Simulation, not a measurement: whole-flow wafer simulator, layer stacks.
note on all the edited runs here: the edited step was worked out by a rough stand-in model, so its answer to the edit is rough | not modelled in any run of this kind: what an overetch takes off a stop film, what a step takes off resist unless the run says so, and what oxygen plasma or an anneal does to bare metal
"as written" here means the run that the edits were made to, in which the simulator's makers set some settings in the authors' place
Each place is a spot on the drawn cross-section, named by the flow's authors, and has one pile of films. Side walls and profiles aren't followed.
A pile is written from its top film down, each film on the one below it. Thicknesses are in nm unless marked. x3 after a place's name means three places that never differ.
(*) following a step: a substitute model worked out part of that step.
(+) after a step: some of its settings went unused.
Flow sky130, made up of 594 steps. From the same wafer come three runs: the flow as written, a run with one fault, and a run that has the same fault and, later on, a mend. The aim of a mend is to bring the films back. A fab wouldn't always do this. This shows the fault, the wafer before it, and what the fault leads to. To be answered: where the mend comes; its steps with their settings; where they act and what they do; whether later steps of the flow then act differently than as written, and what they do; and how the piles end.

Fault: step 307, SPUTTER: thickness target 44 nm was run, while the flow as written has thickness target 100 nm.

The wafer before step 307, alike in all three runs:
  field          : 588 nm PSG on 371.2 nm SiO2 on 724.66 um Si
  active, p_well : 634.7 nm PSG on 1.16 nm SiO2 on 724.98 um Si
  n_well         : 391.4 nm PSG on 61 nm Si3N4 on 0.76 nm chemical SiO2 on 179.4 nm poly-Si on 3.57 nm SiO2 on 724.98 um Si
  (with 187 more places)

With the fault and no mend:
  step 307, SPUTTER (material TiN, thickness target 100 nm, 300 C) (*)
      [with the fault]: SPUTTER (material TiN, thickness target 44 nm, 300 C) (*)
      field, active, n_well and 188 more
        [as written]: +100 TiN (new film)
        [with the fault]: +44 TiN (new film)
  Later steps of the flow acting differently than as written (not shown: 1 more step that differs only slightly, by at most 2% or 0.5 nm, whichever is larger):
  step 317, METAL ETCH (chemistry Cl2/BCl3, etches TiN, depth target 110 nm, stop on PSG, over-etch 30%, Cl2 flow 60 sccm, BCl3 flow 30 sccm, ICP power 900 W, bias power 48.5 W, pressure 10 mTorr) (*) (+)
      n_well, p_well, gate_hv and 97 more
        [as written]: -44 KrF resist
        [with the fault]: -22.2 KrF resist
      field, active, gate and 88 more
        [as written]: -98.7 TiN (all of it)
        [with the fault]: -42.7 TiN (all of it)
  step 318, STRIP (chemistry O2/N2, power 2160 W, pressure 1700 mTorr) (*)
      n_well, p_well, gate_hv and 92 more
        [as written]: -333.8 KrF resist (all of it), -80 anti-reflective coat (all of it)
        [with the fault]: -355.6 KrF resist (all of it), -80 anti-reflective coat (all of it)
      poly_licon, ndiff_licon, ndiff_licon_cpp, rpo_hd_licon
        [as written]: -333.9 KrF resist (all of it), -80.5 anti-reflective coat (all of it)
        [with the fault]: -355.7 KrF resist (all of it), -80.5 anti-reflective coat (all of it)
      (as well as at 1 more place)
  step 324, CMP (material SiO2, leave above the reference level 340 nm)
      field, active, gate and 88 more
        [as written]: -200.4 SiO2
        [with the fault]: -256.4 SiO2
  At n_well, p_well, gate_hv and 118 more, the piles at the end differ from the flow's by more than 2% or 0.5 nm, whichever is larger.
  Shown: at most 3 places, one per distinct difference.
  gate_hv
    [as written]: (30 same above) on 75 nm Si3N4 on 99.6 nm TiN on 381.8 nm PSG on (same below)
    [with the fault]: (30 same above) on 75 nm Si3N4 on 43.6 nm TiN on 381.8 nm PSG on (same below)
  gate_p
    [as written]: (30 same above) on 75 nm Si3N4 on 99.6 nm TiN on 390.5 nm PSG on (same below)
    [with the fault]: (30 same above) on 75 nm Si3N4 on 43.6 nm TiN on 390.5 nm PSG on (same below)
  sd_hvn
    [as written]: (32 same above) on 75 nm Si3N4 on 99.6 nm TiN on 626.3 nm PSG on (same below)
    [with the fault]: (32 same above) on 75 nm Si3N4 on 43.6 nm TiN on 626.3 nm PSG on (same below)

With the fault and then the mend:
  The mend follows step 307.
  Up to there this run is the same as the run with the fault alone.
  step 307a, SPUTTER (material TiN, thickness target 56 nm, 300 C) (*) (a further turn of the flow's step 307, with different settings)
      field, active, n_well and 188 more
        +56 TiN
  Later steps of the flow that are run all act as written at every place that is followed, up to a difference of at most 2% or 0.5 nm, whichever is larger.
  By the end, the piles equal the flow's at every place that both follow.
